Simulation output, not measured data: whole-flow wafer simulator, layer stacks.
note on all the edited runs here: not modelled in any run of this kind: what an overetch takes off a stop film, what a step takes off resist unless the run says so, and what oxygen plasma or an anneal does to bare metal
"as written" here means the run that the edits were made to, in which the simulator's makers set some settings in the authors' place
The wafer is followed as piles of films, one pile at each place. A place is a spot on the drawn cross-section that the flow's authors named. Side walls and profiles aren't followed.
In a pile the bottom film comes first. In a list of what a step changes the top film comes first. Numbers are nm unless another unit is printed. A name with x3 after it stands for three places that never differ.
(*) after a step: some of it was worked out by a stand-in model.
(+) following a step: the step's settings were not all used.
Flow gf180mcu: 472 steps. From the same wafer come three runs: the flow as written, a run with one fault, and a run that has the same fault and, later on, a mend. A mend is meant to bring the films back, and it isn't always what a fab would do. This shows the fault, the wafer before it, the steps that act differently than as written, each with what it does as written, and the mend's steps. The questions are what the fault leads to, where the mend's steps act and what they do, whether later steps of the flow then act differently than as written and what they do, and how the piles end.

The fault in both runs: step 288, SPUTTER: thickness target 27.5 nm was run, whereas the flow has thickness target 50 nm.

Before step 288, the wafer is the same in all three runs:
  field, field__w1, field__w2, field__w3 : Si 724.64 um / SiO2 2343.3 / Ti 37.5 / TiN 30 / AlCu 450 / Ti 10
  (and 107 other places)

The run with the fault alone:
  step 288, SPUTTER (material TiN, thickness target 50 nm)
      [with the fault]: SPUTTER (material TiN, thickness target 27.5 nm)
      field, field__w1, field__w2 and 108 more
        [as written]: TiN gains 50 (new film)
        [with the fault]: TiN gains 27.5 (new film)
  Steps later in the flow that act otherwise than as written (not shown: 2 more steps that differ only slightly, by at most 2% or 0.5 nm, whichever is larger):
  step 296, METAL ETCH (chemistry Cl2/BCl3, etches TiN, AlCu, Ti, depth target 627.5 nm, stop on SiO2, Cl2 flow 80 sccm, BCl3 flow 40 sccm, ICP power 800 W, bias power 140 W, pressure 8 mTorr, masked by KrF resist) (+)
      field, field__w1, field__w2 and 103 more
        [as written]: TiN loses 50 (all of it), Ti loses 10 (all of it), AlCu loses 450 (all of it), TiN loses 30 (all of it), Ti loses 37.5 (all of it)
        [with the fault]: TiN loses 27.5 (all of it), Ti loses 10 (all of it), AlCu loses 450 (all of it), TiN loses 30 (all of it), Ti loses 37.5 (all of it)
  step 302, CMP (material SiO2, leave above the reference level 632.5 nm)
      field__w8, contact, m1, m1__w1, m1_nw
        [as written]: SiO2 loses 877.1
        [with the fault]: SiO2 loses 854.6
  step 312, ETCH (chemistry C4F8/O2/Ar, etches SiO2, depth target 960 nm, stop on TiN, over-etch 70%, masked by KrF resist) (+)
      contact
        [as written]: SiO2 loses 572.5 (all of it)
        [with the fault]: SiO2 loses 595 (all of it)
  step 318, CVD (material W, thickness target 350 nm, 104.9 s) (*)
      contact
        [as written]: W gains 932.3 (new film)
        [with the fault]: W gains 955 (new film)
  At field__w8, contact, m1, m1__w1, m1_nw, the piles at the end differ from the flow's by more than 2% or 0.5 nm, whichever is larger.
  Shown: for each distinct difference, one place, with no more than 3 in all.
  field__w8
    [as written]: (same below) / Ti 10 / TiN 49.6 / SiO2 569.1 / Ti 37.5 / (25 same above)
    [with the fault]: (same below) / Ti 10 / TiN 27.1 / SiO2 591.6 / Ti 37.5 / (25 same above)
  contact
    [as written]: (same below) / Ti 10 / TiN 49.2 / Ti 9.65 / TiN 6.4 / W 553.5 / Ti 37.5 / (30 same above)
    [with the fault]: (same below) / Ti 10 / TiN 26.7 / Ti 9.53 / TiN 6.32 / W 576.2 / Ti 37.5 / (30 same above)

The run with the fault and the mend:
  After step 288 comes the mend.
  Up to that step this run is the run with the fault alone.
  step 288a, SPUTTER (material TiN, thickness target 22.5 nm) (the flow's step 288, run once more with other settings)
      field, field__w1, field__w2 and 108 more
        TiN gains 22.5
  None of the later steps of the flow acts differently than as written at any place that is followed.
  At every place that both follow, the piles at the end match the flow's.
